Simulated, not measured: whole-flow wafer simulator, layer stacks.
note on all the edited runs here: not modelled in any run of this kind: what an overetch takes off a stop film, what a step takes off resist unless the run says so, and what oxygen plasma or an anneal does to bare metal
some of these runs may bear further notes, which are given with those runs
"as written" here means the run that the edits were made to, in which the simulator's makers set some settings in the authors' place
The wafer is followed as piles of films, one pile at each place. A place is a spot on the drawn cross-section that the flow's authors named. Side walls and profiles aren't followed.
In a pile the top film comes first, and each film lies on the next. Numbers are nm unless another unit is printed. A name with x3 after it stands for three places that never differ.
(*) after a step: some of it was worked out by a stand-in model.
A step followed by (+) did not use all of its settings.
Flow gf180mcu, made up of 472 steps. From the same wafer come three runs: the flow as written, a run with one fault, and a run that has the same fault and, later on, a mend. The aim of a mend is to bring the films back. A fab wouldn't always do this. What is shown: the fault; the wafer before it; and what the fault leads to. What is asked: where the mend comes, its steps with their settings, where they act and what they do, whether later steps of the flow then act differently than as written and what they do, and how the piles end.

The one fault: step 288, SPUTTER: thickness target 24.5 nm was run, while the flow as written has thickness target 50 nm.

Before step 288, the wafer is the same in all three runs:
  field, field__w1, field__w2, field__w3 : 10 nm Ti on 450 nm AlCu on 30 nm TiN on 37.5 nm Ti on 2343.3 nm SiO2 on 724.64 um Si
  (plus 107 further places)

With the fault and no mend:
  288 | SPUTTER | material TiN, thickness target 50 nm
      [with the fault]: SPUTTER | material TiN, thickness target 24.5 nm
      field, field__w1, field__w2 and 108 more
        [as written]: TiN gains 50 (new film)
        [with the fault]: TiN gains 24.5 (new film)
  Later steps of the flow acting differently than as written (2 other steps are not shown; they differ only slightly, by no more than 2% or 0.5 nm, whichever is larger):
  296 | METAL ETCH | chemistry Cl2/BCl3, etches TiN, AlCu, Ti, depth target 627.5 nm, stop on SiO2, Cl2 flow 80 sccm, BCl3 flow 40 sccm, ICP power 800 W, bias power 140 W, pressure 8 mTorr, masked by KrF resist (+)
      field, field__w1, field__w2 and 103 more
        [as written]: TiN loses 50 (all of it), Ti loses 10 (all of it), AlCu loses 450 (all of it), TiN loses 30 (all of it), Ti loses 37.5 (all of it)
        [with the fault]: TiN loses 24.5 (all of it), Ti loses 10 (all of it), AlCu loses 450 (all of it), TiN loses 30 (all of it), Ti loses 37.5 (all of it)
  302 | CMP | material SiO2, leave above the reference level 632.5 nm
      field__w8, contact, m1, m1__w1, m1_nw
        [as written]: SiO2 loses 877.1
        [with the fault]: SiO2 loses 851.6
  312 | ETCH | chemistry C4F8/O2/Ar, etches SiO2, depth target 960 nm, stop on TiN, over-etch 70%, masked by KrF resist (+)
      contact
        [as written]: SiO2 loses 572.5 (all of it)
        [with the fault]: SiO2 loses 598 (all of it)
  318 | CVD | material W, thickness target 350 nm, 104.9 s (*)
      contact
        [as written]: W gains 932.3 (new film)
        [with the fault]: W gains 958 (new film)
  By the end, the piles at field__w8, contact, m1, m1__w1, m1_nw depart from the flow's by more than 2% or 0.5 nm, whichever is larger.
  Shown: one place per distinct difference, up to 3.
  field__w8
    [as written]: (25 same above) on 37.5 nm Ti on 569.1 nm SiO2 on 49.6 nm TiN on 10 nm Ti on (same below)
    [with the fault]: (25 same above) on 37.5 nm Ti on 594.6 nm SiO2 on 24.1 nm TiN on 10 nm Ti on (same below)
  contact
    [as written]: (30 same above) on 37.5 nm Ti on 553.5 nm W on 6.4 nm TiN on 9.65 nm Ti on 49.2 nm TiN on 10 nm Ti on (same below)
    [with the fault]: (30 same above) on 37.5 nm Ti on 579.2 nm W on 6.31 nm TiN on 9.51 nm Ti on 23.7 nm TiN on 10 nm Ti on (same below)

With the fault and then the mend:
  After step 295 comes the mend.
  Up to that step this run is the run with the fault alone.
  295a | STRIP | chemistry O2/N2, power 2160 W, pressure 1700 mTorr (*)
      field__w8, contact, m1, m1__w1, m1_nw
        KrF resist loses 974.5 (all of it)
  295b | SPUTTER | material TiN, thickness target 25.5 nm (a further turn of the flow's step 288, with different settings)
      field, field__w1, field__w2 and 108 more
        TiN gains 25.5
  295c | HMDS | 120 C, 60 s (a further turn of the flow's step 290)
      alters no film at any place that is followed
  295d | COAT | KrF resist, thickness 1000 nm (a further turn of the flow's step 291)
      field, field__w1, field__w2 and 108 more
        KrF resist gains 1000 (new film)
  295e | SOFTBAKE | KrF resist (a further turn of the flow's step 292)
      alters no film at any place that is followed
  295f | EXPOSE | photomask Metal2 (a further turn of the flow's step 293)
      alters no film at any place that is followed
  295g | PEB | KrF resist, 135 C, 90 s (a further turn of the flow's step 294)
      field, field__w1, field__w2 and 108 more
        KrF resist loses 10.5
  295h | DEVELOP | thickness 1000 nm, 60 s (a further turn of the flow's step 295)
      field, field__w1, field__w2 and 103 more
        KrF resist loses 989.5 (all of it)
      field__w8, contact, m1, m1__w1, m1_nw
        KrF resist loses 14.9
  Every later step of the flow that is run acts as written at every place that is followed.
  At every place that both follow, the piles at the end match the flow's.
